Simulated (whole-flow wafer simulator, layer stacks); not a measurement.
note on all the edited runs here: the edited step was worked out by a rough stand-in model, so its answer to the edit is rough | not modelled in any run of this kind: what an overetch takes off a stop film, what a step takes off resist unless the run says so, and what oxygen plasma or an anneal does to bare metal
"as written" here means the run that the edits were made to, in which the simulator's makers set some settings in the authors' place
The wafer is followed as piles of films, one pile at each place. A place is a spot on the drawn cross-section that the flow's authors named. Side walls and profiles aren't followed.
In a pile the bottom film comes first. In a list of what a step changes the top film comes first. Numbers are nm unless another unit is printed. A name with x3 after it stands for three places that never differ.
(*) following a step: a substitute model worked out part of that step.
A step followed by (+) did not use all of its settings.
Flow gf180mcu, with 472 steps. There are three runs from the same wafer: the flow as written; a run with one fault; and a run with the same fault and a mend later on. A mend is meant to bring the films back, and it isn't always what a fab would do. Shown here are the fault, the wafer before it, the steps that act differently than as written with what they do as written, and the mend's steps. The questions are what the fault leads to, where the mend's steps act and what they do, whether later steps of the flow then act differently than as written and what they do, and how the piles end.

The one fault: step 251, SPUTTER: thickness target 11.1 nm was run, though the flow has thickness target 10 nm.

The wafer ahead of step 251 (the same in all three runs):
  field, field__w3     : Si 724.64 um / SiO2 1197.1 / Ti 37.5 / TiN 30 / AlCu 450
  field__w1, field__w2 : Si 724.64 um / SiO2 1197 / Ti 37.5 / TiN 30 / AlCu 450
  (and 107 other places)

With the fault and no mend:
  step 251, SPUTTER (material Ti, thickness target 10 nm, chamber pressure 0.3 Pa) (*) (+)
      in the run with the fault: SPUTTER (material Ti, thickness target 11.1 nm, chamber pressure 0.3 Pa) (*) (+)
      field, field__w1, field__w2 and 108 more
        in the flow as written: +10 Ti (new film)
        in the run with the fault: +11.1 Ti (new film)
  Steps further on in the flow that do not act as written (not shown: 5 more steps that differ only slightly, by at most 2% or 0.5 nm, whichever is larger):
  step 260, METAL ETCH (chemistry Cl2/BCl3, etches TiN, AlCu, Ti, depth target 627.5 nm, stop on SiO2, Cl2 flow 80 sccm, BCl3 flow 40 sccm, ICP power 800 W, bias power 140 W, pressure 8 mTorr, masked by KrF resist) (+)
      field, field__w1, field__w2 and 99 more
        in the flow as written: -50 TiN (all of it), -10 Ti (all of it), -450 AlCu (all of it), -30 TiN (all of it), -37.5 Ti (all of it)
        in the run with the fault: -50 TiN (all of it), -11.1 Ti (all of it), -450 AlCu (all of it), -30 TiN (all of it), -37.5 Ti (all of it)
  By the end, the piles at field__w8, contact, m1 and 6 more depart from the flow's by more than 2% or 0.5 nm, whichever is larger.
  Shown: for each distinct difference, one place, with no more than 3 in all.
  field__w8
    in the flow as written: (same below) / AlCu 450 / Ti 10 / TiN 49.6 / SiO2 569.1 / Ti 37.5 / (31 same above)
    in the run with the fault: (same below) / AlCu 450 / Ti 11.1 / TiN 49.6 / SiO2 568 / Ti 37.5 / (31 same above)
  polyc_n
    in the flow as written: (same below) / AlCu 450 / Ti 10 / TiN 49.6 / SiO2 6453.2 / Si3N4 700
    in the run with the fault: (same below) / AlCu 450 / Ti 11.1 / TiN 49.6 / SiO2 6452.1 / Si3N4 700
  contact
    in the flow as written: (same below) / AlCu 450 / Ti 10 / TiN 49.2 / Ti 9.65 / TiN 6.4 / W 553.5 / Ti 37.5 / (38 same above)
    in the run with the fault: (same below) / AlCu 450 / Ti 11.1 / TiN 49.2 / Ti 9.66 / TiN 6.41 / W 552.4 / Ti 37.5 / (38 same above)

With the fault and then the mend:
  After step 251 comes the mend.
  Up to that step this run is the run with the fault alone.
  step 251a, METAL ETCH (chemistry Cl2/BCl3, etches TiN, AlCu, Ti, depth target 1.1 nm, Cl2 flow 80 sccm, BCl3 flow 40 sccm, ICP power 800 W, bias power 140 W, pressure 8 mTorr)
      field, field__w1, field__w2 and 108 more
        -1.1 Ti
  Later steps of the flow that are run all act as written at every place that is followed.
  The piles end the same as the flow's at every place that both follow.
